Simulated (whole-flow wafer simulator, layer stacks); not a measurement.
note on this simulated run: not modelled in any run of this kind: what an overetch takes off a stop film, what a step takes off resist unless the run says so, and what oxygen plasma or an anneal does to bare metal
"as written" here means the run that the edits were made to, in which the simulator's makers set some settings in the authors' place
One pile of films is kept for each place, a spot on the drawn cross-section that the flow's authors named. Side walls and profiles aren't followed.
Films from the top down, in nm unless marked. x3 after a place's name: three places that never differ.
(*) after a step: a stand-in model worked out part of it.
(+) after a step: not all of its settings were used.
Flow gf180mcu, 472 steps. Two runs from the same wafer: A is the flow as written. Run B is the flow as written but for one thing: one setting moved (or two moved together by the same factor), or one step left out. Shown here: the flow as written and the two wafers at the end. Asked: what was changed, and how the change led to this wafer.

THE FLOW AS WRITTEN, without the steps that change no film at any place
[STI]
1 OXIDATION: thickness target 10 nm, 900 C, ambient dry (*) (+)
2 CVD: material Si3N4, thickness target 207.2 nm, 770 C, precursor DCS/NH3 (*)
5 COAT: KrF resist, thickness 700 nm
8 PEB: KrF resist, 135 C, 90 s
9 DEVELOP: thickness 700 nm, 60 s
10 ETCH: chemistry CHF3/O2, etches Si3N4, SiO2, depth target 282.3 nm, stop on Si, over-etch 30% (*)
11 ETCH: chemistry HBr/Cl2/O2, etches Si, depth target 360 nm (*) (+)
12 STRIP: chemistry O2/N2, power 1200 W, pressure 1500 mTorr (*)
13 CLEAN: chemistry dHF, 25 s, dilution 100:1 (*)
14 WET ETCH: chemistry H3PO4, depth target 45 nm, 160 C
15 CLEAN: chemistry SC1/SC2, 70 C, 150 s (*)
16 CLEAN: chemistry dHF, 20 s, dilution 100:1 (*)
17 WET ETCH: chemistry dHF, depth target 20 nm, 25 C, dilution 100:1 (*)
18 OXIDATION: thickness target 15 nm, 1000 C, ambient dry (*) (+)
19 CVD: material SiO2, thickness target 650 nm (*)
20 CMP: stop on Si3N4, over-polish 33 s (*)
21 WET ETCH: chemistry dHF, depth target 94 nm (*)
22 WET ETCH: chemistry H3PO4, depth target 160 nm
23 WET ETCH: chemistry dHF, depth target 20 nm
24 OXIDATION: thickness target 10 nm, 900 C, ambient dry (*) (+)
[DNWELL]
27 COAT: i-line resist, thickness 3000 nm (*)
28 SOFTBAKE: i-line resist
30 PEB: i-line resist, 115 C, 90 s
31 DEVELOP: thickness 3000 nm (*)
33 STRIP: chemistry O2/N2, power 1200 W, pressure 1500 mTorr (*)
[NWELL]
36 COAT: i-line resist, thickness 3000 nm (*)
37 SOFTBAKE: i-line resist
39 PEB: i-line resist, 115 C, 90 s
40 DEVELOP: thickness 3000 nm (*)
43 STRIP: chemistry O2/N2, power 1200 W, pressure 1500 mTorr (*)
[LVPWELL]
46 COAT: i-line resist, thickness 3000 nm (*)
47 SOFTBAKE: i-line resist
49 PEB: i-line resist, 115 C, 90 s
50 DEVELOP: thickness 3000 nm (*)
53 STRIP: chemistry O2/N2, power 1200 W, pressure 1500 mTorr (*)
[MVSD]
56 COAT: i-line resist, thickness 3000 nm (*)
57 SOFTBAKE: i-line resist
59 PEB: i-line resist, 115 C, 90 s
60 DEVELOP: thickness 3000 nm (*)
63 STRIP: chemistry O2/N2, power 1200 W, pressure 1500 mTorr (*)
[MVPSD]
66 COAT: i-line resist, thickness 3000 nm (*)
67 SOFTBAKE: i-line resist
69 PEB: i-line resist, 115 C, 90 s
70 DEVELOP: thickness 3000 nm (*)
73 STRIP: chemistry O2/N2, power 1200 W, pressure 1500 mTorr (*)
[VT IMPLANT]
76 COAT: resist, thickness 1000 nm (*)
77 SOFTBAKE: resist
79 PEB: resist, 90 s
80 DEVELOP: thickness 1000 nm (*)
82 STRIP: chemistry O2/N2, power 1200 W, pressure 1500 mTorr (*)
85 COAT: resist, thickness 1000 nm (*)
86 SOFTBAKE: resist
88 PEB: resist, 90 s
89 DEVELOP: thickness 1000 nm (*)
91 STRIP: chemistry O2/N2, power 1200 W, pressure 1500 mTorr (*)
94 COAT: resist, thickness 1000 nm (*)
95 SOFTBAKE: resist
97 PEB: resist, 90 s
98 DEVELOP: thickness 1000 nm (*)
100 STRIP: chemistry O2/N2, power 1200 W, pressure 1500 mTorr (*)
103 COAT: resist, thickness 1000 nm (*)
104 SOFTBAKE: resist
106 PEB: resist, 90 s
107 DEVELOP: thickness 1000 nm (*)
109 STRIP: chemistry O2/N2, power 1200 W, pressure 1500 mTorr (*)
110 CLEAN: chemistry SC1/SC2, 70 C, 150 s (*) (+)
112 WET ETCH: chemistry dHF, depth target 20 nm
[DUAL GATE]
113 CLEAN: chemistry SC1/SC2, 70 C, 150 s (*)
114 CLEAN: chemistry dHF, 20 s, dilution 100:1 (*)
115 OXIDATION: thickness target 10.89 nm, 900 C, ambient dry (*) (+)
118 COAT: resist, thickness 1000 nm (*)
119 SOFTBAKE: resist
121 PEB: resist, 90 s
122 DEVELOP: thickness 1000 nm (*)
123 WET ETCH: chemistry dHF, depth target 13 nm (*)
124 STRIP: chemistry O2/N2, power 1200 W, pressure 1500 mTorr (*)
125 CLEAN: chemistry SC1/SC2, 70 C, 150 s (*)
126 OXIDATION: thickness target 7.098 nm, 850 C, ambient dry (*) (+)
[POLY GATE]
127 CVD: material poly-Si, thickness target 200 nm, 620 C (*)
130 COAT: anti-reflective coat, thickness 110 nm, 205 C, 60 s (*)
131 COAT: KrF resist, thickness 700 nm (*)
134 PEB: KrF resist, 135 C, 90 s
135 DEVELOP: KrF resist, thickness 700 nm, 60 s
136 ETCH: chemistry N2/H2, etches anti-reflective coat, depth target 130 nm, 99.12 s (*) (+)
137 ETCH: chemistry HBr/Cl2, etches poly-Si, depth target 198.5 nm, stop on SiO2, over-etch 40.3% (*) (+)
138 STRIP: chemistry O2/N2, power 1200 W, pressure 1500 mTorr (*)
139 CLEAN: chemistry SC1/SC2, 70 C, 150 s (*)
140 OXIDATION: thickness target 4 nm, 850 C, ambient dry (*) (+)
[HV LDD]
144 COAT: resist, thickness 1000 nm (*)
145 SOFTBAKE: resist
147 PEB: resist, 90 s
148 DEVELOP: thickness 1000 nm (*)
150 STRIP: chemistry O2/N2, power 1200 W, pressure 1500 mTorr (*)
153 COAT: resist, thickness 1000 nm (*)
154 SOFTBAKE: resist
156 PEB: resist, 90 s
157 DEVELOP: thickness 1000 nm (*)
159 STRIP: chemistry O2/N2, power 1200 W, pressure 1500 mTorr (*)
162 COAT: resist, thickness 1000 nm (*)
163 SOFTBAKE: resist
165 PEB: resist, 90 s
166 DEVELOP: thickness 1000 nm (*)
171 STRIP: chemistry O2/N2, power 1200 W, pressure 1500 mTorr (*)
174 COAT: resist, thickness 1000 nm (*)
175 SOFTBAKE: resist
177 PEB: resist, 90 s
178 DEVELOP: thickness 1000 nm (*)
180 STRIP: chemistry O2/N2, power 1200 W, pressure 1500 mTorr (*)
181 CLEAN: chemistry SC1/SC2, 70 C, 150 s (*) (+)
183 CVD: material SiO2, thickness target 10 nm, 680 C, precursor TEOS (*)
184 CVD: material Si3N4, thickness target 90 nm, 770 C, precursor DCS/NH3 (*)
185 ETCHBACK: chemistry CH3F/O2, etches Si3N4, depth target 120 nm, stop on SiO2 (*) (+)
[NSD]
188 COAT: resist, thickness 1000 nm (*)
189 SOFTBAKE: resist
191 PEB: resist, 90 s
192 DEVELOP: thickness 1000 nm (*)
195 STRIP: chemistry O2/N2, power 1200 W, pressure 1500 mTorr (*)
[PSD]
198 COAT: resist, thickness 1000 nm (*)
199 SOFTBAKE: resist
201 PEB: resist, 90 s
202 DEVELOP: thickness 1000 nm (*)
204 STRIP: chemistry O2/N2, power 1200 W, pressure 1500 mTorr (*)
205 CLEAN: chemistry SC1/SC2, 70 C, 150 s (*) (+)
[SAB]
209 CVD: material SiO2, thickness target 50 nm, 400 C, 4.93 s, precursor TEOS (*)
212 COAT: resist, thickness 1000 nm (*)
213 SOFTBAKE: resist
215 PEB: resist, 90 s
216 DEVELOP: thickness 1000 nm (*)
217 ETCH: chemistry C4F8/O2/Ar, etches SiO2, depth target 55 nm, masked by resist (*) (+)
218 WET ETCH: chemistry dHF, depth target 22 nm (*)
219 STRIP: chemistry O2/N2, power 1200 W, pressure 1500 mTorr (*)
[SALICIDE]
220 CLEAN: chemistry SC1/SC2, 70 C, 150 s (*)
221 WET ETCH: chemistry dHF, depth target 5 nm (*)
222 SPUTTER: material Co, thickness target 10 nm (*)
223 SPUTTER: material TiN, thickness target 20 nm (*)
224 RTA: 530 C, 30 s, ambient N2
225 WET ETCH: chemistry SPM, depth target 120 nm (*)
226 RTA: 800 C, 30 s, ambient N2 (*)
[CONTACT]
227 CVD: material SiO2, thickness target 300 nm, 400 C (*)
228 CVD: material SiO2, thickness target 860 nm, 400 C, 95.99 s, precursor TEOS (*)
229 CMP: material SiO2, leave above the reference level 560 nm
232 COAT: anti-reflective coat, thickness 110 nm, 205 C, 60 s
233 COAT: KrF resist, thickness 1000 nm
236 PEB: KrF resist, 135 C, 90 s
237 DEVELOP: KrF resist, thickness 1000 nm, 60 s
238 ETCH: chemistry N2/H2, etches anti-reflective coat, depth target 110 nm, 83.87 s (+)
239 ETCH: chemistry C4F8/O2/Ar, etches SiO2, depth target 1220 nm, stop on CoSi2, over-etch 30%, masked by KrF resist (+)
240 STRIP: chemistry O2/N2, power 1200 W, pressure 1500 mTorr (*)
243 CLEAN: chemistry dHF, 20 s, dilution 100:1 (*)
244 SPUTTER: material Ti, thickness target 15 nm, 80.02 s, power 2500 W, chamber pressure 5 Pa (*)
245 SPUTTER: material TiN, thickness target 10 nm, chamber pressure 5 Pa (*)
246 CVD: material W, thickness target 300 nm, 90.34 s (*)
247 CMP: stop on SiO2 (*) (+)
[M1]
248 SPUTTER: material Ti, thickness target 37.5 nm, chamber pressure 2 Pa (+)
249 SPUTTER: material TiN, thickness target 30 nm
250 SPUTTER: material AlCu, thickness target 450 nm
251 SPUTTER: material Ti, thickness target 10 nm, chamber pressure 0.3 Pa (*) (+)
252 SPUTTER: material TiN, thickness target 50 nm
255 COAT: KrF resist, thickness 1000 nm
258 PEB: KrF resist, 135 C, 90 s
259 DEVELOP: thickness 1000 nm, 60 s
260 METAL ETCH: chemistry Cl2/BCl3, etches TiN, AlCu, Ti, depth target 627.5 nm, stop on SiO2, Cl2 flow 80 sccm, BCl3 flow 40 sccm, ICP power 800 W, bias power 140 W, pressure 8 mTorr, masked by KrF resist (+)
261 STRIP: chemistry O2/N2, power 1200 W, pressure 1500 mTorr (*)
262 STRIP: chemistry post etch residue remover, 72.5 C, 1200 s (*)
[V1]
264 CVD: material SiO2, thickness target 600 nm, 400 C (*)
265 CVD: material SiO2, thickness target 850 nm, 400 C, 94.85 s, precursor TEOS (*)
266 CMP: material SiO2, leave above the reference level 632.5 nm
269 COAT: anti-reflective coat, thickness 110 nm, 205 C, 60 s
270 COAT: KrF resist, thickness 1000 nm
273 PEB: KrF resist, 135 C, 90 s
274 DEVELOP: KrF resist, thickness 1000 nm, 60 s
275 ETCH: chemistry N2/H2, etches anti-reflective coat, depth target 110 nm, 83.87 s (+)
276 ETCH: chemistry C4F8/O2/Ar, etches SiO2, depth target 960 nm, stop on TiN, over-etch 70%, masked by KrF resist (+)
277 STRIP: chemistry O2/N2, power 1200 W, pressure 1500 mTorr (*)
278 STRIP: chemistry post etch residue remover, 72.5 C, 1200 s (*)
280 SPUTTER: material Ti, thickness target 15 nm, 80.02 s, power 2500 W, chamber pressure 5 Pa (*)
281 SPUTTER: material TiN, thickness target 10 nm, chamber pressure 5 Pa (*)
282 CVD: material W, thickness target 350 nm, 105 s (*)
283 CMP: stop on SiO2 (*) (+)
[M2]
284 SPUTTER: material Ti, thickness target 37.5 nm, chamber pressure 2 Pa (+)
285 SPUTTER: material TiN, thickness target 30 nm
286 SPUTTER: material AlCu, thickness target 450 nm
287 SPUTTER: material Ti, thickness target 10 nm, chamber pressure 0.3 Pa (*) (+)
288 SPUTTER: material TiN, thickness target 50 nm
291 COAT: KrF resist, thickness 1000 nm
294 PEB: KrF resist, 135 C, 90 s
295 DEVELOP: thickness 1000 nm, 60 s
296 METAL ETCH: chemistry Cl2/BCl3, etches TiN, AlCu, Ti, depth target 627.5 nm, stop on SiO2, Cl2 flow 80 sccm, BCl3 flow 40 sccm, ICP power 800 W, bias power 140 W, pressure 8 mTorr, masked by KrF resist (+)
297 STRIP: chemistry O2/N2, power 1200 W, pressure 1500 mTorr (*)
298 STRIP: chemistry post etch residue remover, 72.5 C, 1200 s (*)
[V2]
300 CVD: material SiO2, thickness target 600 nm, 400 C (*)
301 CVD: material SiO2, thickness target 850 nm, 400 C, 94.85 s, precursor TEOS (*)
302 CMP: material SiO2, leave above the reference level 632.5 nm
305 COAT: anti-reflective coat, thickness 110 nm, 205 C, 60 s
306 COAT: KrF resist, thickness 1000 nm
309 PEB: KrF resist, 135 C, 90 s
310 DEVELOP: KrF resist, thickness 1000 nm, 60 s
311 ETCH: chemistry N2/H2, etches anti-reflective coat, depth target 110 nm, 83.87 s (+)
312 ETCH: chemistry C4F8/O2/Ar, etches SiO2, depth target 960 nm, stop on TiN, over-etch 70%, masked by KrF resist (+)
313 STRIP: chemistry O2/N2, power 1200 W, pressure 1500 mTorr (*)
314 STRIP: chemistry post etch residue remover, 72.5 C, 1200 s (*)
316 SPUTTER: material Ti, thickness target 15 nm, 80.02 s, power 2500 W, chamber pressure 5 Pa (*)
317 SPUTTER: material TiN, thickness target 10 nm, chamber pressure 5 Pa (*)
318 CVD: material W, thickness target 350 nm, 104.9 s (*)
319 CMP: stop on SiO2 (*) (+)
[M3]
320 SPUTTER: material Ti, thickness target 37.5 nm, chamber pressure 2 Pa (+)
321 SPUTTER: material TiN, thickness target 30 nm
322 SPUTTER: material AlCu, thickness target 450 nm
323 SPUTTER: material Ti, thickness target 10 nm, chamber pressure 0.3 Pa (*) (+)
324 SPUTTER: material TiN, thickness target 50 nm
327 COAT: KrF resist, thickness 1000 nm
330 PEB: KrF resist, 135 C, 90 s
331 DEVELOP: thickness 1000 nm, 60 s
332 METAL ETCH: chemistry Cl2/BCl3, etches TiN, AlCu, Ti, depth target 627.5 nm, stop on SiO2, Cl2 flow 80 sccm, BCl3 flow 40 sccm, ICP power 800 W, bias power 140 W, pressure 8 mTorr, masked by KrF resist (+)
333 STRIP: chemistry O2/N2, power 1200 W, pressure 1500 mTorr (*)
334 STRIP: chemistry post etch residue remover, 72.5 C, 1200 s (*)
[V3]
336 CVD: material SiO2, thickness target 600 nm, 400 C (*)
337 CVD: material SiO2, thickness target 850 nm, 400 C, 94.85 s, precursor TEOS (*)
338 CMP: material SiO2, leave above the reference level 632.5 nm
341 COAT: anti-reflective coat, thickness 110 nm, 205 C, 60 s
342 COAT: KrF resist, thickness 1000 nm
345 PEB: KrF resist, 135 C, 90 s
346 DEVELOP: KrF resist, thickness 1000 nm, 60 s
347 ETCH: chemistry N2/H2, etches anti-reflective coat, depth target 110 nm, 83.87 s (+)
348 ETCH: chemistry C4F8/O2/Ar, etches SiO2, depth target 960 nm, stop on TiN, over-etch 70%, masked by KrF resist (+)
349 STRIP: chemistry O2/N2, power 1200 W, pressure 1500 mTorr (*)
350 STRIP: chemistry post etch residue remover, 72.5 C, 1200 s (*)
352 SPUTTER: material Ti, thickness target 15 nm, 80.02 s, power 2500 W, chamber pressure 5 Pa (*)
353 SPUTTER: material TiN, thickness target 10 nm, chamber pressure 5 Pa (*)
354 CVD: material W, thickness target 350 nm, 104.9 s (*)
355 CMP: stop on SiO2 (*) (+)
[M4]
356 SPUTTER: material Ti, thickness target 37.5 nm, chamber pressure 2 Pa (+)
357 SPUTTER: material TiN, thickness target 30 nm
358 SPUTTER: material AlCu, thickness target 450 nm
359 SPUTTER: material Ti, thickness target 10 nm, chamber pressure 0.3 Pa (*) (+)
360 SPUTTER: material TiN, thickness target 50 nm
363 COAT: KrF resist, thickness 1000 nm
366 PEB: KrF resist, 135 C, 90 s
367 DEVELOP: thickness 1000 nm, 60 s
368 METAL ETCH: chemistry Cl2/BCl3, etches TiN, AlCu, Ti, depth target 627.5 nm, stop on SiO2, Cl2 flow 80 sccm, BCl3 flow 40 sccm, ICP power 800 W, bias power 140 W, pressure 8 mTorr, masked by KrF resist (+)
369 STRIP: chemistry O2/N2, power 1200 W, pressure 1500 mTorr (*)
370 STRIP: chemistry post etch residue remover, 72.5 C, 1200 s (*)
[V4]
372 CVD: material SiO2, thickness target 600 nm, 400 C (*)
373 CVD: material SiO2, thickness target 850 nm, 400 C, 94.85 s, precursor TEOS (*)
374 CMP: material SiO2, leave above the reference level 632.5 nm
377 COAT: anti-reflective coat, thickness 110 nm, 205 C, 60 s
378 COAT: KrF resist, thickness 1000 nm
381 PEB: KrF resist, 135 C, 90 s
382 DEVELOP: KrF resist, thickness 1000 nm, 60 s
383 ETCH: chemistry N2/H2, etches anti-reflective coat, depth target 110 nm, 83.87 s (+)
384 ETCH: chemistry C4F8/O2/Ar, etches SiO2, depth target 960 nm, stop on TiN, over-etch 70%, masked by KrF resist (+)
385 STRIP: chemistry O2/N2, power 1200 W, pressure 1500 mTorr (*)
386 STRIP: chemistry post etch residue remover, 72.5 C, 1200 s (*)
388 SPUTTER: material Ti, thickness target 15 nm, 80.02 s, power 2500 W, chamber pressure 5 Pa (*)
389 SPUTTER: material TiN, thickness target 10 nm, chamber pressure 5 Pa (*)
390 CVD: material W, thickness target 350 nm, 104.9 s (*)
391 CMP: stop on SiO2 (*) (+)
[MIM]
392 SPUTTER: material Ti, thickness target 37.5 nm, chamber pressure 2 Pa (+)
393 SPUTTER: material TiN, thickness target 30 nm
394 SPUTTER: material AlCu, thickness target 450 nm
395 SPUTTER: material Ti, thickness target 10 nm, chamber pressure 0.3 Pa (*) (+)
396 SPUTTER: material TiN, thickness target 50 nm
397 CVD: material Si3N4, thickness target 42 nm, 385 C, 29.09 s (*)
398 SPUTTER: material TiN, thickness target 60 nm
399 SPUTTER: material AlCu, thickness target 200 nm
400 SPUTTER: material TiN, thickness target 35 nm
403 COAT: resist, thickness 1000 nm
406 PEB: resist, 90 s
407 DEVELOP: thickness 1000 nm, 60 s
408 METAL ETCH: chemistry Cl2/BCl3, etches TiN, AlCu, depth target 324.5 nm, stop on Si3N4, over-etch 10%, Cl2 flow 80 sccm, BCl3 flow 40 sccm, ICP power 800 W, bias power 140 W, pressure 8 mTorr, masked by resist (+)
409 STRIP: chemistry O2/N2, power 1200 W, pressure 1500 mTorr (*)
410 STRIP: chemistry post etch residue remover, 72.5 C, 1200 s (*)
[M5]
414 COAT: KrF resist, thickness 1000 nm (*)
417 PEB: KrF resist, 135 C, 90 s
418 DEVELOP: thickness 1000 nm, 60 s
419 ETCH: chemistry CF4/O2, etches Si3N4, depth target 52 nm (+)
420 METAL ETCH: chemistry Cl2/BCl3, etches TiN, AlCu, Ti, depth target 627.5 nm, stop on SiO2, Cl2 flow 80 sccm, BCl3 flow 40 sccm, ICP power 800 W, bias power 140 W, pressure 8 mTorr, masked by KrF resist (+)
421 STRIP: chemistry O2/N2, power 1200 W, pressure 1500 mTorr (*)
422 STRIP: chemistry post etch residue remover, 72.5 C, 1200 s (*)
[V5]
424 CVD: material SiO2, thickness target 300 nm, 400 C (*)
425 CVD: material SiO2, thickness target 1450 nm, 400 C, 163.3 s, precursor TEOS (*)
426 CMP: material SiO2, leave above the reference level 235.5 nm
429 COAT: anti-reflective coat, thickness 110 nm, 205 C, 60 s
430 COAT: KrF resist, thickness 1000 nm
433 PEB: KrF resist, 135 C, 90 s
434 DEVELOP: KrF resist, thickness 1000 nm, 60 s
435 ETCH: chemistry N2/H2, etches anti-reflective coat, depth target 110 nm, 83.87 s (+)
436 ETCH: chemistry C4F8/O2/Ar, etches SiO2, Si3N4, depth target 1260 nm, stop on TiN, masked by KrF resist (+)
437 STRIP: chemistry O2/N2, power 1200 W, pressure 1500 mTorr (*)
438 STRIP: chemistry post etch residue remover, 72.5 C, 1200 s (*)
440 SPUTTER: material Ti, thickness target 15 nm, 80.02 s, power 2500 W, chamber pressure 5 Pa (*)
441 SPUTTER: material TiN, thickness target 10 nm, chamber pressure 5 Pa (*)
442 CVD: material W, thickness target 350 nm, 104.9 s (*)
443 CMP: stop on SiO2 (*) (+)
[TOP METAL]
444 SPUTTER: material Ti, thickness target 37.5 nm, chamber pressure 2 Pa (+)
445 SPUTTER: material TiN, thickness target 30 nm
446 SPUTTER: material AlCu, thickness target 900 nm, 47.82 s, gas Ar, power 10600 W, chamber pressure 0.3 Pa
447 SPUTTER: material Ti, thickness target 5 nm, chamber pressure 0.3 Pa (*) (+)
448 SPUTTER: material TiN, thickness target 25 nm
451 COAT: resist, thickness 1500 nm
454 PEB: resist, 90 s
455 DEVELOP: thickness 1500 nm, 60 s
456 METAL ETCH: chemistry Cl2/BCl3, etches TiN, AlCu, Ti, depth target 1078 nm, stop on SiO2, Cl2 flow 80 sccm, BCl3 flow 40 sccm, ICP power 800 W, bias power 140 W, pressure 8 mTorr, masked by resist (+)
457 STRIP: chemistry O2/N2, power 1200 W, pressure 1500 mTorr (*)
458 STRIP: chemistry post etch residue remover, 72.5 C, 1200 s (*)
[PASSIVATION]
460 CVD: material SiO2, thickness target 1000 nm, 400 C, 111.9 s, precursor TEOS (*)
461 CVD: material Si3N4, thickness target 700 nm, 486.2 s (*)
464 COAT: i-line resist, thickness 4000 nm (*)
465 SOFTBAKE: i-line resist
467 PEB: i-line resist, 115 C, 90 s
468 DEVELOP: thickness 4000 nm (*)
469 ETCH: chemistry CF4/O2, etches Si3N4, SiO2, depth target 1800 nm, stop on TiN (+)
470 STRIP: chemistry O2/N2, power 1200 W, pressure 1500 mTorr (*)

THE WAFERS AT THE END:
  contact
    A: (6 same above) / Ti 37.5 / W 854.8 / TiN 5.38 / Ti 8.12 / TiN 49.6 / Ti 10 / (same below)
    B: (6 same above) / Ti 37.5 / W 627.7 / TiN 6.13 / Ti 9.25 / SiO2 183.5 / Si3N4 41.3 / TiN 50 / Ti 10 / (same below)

The cause: step 436, ETCH: depth target 646 nm was run, where the flow has depth target 1260 nm.

How the change led to this, step by step:
  436 ETCH: chemistry C4F8/O2/Ar, etches SiO2, Si3N4, depth target 1260 nm, stop on TiN, masked by KrF resist (+)
      contact: A SiO2 -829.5 (all of it), Si3N4 -41.3 (all of it) | B SiO2 -646
      field, field__w1, field__w2 and 108 more: A KrF resist -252 | B KrF resist -129.2
  437 STRIP: chemistry O2/N2, power 1200 W, pressure 1500 mTorr (*)
      field, field__w1, field__w2 and 108 more: A KrF resist -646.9 (all of it), anti-reflective coat -110 (all of it) | B KrF resist -769.7 (all of it), anti-reflective coat -110 (all of it)
  440 SPUTTER: material Ti, thickness target 15 nm, 80.02 s, power 2500 W, chamber pressure 5 Pa (*)
      contact: A Ti +8.12 (new film) | B Ti +9.25 (new film)
  441 SPUTTER: material TiN, thickness target 10 nm, chamber pressure 5 Pa (*)
      contact: A TiN +5.38 (new film) | B TiN +6.13 (new film)
  442 CVD: material W, thickness target 350 nm, 104.9 s (*)
      contact: A W +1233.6 (new film) | B W +1006.5 (new film)
Counting metal films that touch as one body, contact has 2 bodies (between them, from the top down: SiO2 183.5 / Si3N4 41.3); the flow as written gives 1 body.
